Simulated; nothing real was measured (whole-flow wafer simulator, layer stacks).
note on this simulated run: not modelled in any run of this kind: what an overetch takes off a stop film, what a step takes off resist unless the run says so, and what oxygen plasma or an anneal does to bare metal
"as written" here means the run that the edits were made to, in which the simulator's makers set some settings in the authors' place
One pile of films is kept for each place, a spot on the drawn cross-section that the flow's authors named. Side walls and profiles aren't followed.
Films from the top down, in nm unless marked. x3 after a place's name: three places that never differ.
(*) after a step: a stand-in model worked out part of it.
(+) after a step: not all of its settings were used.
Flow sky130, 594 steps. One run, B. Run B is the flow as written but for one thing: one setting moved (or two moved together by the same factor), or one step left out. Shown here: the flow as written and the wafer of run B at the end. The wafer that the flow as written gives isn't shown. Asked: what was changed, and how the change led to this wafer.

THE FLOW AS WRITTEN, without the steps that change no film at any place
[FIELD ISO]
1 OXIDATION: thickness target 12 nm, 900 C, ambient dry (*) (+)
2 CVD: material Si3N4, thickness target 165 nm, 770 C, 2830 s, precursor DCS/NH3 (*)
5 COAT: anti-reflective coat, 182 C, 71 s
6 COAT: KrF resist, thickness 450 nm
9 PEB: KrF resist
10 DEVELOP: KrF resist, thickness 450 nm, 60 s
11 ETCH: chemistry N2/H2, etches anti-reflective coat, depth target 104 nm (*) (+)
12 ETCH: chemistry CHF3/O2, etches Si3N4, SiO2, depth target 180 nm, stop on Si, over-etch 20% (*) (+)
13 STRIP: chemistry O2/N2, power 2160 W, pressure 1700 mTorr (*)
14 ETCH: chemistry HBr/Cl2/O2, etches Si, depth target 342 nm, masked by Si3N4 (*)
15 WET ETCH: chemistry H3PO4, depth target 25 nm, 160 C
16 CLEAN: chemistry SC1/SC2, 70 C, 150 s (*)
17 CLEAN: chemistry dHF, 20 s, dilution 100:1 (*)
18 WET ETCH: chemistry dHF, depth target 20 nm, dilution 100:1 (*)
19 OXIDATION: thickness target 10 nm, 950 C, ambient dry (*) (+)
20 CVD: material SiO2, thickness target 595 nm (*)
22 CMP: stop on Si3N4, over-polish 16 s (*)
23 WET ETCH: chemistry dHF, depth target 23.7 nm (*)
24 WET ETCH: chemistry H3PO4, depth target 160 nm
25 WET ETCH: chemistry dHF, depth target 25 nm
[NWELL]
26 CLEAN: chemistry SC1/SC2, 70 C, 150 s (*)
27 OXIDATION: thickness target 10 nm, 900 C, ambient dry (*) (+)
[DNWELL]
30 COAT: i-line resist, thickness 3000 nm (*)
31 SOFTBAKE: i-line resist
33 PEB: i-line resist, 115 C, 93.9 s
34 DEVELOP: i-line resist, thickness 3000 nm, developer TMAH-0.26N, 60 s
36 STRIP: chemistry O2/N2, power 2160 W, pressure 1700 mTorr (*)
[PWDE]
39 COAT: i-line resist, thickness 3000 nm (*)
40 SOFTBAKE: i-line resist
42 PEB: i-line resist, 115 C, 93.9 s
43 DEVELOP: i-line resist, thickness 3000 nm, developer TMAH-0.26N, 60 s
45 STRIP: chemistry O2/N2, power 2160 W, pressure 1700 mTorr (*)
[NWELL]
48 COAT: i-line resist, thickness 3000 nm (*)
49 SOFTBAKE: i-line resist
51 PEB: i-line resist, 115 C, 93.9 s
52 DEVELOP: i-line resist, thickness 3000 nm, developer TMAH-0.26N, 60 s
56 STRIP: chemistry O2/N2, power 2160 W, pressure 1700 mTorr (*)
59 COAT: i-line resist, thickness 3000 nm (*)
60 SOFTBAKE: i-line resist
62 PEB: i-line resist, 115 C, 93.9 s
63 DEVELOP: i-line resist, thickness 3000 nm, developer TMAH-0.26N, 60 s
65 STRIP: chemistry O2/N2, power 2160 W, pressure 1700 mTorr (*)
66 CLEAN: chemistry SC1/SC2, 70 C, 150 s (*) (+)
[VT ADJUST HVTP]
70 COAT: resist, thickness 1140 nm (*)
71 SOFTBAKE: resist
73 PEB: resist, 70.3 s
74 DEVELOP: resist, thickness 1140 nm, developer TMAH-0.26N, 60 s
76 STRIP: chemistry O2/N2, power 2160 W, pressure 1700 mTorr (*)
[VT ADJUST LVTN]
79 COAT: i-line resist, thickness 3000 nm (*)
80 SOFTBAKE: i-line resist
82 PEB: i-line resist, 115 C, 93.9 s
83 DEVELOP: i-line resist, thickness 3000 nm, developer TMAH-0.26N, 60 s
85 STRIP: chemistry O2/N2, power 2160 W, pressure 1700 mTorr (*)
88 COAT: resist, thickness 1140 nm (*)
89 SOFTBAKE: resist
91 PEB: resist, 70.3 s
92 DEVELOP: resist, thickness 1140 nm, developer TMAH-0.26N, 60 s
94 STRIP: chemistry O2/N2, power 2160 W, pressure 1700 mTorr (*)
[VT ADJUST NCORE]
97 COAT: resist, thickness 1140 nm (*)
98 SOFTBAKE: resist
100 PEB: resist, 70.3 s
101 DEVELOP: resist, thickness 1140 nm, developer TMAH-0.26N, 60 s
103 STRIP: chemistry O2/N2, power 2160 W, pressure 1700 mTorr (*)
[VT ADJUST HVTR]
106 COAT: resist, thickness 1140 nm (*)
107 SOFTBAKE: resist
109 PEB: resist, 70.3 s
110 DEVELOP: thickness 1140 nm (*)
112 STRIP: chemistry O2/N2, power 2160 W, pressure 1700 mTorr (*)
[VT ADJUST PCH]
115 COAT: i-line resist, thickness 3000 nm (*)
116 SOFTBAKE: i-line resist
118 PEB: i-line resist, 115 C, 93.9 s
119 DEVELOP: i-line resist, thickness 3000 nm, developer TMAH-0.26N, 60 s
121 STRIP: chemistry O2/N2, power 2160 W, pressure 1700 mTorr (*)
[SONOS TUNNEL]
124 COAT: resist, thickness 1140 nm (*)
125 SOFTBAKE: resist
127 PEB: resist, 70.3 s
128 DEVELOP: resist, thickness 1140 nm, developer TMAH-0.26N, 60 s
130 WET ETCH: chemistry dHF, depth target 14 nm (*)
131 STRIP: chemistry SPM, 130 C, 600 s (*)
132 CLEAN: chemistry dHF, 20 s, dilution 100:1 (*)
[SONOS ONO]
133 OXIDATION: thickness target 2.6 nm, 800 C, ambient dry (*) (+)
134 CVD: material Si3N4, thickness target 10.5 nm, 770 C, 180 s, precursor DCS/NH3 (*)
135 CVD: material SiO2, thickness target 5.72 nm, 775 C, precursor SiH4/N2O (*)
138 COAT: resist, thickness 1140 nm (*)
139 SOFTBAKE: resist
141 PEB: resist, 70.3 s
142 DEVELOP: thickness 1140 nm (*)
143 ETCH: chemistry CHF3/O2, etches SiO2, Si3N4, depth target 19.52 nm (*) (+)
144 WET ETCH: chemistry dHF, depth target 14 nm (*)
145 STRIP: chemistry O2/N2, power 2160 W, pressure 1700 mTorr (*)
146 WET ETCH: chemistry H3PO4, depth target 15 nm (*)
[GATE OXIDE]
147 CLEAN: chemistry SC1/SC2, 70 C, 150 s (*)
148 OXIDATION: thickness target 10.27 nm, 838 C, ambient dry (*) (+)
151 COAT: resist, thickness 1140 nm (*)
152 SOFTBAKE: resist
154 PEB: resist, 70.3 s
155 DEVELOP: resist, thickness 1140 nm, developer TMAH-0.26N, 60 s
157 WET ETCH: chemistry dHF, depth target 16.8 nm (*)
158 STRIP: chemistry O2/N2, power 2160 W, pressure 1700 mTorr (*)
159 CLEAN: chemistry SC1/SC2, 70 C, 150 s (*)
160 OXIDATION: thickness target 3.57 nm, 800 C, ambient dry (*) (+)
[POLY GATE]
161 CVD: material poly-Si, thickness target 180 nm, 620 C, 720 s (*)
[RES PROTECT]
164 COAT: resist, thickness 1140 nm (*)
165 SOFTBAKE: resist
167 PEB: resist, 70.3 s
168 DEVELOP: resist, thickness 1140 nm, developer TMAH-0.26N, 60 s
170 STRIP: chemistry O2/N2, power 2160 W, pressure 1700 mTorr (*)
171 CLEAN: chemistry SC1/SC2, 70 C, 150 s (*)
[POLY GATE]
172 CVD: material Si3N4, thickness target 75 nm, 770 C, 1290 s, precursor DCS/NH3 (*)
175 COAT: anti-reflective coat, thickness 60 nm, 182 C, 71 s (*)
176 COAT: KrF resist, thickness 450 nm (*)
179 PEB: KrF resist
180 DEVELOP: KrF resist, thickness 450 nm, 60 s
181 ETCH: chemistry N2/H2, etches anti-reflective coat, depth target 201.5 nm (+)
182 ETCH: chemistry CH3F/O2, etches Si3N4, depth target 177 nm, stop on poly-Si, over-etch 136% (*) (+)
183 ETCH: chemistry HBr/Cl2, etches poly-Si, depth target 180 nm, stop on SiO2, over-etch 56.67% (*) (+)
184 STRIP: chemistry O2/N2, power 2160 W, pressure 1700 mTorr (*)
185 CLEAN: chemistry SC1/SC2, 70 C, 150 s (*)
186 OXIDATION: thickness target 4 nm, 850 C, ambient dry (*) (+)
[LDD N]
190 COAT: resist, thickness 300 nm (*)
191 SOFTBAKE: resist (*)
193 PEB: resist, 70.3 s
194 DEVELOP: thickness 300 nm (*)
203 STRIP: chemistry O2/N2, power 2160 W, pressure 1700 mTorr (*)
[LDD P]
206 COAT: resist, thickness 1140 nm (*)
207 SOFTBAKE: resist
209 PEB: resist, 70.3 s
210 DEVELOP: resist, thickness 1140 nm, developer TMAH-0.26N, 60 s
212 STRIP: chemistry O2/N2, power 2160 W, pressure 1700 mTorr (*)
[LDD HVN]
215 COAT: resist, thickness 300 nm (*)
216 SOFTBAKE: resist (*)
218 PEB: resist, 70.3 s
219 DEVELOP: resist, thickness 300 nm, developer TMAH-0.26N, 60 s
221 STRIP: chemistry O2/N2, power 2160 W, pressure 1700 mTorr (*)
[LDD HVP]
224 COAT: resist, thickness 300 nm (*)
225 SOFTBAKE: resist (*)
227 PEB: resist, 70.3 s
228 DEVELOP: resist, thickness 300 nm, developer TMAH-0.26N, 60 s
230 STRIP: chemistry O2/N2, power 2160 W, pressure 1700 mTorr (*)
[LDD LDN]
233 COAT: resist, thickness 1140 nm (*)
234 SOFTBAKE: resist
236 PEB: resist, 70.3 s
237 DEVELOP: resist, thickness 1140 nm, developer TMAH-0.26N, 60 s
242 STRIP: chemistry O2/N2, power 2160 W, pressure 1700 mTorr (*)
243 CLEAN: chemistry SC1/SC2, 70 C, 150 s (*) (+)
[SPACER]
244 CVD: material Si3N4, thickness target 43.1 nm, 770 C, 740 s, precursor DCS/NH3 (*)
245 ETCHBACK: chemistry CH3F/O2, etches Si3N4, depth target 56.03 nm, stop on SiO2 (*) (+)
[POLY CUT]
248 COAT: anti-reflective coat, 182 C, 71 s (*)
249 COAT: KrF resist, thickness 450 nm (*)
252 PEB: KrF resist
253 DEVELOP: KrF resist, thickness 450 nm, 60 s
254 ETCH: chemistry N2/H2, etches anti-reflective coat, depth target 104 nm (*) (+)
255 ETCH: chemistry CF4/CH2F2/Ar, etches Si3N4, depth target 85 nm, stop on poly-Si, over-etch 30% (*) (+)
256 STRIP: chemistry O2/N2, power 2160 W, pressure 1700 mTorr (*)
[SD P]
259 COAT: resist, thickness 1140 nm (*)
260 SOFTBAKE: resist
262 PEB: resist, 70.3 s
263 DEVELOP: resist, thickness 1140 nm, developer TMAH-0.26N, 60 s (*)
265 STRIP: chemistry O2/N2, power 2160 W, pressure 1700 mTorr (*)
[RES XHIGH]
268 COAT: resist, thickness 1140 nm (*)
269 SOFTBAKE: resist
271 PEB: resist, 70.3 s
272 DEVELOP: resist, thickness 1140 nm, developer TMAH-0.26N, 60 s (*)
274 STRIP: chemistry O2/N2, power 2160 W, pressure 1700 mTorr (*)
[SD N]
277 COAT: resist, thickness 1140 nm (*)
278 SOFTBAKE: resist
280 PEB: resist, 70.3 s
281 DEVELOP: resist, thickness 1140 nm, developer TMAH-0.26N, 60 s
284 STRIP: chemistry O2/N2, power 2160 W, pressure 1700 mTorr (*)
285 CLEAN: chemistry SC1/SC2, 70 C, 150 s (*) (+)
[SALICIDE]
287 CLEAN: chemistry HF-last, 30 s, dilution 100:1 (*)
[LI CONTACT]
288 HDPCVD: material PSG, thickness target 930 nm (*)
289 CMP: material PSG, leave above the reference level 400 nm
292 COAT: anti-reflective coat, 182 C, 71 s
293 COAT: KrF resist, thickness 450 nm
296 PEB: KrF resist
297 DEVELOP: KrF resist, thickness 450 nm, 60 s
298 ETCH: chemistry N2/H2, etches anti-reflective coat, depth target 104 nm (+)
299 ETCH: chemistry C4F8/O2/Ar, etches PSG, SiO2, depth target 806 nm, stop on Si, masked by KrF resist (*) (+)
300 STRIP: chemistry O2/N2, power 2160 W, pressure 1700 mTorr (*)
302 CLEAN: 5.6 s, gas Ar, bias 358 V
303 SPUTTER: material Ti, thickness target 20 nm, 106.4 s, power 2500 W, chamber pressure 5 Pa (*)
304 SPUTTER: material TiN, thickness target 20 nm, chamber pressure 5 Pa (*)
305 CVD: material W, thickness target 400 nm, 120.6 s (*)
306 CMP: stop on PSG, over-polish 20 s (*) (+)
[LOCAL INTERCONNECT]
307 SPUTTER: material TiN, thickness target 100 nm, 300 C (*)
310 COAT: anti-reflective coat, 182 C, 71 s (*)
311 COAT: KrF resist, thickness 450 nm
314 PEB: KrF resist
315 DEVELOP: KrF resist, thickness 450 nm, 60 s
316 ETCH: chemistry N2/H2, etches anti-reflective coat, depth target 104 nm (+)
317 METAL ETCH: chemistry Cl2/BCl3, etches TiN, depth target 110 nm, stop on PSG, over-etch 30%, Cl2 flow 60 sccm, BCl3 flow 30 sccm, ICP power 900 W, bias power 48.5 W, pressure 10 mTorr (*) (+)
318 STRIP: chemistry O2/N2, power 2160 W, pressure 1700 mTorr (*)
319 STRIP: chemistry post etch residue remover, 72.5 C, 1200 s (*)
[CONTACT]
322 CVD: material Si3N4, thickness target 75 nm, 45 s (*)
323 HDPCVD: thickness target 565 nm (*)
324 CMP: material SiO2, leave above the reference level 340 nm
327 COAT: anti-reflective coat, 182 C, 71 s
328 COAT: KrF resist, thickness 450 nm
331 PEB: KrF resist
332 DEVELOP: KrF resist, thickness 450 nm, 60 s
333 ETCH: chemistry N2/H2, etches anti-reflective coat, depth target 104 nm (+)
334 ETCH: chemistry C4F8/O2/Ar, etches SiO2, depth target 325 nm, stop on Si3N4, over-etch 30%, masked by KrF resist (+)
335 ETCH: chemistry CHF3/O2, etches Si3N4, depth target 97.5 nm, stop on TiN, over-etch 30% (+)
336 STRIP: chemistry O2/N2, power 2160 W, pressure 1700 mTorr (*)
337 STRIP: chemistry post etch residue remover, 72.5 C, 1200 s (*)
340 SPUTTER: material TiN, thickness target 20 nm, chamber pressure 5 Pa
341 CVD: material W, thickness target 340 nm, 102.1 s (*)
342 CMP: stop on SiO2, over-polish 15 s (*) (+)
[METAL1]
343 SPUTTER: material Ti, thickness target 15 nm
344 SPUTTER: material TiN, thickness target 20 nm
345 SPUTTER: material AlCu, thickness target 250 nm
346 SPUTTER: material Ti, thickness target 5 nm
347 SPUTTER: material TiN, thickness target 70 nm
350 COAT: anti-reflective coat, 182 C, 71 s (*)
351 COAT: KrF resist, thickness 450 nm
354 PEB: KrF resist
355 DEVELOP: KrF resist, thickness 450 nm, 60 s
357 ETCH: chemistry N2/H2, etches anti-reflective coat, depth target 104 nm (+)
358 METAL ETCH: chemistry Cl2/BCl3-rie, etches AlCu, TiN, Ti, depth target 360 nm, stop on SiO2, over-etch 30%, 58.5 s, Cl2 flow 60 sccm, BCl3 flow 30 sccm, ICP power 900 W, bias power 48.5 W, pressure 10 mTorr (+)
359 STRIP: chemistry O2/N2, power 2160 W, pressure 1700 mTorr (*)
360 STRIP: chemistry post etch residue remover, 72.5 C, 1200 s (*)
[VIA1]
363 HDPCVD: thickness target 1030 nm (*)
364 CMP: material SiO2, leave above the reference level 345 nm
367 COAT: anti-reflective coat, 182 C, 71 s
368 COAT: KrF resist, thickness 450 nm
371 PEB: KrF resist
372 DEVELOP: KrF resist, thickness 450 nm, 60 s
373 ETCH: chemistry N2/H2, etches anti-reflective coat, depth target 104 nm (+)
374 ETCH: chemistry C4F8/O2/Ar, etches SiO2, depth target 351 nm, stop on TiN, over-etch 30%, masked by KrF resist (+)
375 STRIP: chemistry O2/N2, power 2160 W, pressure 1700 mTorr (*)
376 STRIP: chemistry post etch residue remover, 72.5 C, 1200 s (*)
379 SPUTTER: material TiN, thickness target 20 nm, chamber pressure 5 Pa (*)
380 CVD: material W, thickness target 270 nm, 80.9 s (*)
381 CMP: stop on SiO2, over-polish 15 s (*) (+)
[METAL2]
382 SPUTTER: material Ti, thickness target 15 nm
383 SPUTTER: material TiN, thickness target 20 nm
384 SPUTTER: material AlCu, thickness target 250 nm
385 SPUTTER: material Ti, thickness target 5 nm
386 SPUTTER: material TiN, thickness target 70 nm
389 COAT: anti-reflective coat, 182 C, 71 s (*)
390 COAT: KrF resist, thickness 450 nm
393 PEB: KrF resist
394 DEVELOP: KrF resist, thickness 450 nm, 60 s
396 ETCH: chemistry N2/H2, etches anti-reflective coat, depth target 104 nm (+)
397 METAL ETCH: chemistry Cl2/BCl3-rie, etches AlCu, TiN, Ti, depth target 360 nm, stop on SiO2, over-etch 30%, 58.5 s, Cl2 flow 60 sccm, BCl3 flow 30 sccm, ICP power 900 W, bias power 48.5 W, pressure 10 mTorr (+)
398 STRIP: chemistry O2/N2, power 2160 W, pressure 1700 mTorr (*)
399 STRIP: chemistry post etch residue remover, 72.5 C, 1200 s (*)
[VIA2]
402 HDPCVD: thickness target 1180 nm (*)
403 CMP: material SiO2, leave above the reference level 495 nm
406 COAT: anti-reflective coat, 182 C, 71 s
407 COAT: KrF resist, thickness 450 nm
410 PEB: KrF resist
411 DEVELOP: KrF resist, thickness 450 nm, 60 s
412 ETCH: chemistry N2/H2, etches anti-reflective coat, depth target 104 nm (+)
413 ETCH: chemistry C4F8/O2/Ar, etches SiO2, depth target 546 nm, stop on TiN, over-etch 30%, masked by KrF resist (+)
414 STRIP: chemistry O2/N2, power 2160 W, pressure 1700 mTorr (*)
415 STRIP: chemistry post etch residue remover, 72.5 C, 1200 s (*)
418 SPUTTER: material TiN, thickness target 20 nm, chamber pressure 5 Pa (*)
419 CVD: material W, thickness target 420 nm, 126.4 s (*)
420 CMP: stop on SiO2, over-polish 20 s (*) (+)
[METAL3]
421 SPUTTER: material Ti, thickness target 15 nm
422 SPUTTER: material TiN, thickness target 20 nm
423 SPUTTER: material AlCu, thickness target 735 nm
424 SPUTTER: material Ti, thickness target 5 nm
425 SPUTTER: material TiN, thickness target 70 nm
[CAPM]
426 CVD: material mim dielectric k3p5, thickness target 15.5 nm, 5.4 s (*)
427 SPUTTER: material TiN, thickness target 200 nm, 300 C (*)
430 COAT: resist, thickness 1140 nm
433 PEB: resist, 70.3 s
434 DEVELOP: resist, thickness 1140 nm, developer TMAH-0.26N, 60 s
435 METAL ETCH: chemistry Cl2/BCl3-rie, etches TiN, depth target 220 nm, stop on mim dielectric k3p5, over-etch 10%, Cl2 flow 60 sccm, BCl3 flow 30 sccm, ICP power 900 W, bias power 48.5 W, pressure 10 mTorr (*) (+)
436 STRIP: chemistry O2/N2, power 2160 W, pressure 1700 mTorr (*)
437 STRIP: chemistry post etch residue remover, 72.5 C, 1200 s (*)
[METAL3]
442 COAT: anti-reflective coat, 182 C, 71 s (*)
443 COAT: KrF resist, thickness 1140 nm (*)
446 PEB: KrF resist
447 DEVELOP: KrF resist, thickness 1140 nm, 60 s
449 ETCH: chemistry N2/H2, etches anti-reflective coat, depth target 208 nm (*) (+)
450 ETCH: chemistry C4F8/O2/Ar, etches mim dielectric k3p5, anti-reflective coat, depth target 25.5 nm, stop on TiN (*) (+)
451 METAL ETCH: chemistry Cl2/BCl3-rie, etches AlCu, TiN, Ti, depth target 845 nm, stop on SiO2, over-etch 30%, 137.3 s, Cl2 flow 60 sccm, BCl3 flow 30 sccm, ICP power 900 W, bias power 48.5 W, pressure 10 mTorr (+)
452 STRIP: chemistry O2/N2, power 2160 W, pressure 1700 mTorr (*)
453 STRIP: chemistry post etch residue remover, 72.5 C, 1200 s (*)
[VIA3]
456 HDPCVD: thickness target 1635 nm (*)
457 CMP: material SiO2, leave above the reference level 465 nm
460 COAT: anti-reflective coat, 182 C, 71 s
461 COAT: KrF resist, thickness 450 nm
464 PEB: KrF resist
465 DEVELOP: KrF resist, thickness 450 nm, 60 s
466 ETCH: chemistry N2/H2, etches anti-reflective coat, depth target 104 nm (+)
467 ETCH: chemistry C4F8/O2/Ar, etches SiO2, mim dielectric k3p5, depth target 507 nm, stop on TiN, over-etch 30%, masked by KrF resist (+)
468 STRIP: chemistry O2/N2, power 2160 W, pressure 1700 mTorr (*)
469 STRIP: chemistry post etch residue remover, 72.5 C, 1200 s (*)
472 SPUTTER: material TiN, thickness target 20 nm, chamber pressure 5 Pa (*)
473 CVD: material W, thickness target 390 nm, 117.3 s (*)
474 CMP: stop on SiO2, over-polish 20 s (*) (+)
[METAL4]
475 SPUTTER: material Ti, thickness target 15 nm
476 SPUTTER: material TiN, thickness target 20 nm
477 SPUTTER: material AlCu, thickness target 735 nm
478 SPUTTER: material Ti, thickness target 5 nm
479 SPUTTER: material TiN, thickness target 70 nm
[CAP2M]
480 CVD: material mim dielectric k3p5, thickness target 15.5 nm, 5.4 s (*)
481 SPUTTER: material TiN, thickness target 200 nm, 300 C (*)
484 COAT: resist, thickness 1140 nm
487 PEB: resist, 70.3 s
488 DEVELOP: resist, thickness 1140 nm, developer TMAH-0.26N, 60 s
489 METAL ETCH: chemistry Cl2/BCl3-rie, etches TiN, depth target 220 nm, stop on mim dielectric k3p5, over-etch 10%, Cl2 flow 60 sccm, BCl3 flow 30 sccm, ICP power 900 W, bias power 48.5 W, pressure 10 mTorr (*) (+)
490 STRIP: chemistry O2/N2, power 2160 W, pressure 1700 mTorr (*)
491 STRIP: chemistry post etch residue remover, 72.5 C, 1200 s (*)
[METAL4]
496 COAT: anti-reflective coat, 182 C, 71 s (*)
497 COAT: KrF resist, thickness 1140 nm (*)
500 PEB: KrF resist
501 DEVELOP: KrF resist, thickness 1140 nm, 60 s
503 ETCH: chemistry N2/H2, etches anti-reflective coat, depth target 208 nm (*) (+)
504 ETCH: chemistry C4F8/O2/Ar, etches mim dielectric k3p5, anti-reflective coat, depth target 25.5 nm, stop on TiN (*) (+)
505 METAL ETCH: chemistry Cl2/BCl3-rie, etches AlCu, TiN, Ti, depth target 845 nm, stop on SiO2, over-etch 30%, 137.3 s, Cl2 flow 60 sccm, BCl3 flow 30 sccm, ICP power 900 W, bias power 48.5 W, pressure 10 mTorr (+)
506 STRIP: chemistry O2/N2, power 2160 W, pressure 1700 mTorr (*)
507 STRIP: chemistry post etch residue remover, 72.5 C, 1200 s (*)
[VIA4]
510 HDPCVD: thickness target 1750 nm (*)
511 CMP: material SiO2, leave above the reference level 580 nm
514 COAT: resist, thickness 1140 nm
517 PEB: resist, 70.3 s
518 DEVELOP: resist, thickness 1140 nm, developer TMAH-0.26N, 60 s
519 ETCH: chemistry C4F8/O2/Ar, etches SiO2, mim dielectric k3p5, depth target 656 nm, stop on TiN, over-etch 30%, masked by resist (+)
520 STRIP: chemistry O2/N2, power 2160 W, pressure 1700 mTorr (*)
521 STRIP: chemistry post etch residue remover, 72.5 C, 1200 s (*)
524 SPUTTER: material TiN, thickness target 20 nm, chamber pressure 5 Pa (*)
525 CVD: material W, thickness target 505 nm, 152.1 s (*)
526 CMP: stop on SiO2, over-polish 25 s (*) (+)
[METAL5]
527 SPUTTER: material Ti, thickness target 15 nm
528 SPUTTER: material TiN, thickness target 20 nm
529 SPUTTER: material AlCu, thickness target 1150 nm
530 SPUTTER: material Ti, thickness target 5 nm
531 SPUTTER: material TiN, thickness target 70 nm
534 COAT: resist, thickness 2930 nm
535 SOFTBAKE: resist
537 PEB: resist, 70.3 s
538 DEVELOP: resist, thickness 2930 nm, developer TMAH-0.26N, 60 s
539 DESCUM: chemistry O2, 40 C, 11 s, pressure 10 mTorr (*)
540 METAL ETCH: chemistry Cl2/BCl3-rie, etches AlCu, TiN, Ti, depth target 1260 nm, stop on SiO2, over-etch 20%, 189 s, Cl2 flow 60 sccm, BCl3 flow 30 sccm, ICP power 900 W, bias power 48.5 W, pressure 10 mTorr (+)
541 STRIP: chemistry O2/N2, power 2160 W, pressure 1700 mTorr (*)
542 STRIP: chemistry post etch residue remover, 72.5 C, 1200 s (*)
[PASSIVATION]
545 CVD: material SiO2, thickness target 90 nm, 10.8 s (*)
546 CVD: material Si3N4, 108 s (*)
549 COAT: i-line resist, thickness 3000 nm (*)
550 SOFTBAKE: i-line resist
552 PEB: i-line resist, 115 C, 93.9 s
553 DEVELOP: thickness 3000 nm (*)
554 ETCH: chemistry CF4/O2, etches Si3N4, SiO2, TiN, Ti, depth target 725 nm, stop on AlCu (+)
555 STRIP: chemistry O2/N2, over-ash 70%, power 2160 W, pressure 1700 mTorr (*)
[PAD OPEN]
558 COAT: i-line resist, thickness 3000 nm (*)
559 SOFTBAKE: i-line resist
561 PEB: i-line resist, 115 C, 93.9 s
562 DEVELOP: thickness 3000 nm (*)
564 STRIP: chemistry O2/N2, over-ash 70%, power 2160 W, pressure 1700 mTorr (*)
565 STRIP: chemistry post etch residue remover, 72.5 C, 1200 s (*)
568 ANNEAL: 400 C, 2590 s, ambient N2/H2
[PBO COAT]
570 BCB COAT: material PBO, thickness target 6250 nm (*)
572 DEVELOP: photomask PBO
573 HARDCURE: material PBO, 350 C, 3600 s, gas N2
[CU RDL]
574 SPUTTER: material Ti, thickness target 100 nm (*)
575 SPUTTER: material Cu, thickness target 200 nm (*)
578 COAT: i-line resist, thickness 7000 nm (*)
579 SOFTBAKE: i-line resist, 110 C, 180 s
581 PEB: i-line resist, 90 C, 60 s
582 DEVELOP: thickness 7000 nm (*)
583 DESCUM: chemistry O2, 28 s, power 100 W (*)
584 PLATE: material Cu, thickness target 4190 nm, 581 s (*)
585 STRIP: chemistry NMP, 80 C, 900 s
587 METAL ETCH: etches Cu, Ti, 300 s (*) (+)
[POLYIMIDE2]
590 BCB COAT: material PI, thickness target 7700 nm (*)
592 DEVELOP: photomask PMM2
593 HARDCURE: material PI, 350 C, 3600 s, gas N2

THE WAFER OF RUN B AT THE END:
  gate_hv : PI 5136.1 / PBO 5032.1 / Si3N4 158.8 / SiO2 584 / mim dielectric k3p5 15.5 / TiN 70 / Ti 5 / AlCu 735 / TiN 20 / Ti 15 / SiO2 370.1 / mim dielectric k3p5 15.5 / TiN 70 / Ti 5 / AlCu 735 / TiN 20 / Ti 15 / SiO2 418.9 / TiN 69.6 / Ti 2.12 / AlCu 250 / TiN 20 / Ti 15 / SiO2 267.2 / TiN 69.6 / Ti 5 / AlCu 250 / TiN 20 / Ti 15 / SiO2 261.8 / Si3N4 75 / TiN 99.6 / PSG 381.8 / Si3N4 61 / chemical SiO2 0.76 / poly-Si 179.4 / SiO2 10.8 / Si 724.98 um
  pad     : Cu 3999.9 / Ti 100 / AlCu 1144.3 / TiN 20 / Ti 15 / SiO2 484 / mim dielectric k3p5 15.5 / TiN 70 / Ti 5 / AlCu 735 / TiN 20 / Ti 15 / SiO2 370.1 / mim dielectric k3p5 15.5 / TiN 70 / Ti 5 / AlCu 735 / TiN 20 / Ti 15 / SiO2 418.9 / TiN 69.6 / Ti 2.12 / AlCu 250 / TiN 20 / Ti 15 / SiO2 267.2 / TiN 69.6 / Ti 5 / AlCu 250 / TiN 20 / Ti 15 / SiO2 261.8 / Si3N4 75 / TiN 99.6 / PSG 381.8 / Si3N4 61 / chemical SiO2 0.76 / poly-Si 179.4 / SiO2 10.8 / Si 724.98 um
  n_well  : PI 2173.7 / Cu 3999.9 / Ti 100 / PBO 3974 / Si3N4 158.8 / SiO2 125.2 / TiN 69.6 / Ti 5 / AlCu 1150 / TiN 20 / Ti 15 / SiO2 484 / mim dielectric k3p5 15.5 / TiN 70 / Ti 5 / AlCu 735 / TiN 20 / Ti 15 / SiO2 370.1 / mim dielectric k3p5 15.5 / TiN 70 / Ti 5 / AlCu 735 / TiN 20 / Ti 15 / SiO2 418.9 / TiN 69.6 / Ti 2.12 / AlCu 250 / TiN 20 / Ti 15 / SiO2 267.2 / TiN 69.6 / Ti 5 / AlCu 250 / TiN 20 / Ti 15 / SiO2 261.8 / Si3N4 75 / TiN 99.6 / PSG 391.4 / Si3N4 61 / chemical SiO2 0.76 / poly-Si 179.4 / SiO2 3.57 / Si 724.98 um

The cause: step 385, SPUTTER: thickness target 2.12 nm was run, where the flow has thickness target 5 nm.
It can be read off the wafer: gate_hv has Ti 2.12, and step 385 as written asks for 5 nm.

How the change led to this, step by step:
  385 SPUTTER: material Ti, thickness target 5 nm
      field, active, n_well and 188 more: Ti +2.12 (new film) (as written it would be: Ti +5 (new film))
  397 METAL ETCH: chemistry Cl2/BCl3-rie, etches AlCu, TiN, Ti, depth target 360 nm, stop on SiO2, over-etch 30%, 58.5 s, Cl2 flow 60 sccm, BCl3 flow 30 sccm, ICP power 900 W, bias power 48.5 W, pressure 10 mTorr (+)
      field, active, gate and 82 more: TiN -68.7 (all of it), Ti -2.12 (all of it), AlCu -250 (all of it), TiN -20 (all of it), Ti -15 (all of it), SiO2 -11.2 (as written it would be: TiN -68.7 (all of it), Ti -5 (all of it), AlCu -250 (all of it), TiN -20 (all of it), Ti -15 (all of it), SiO2 -10.9)
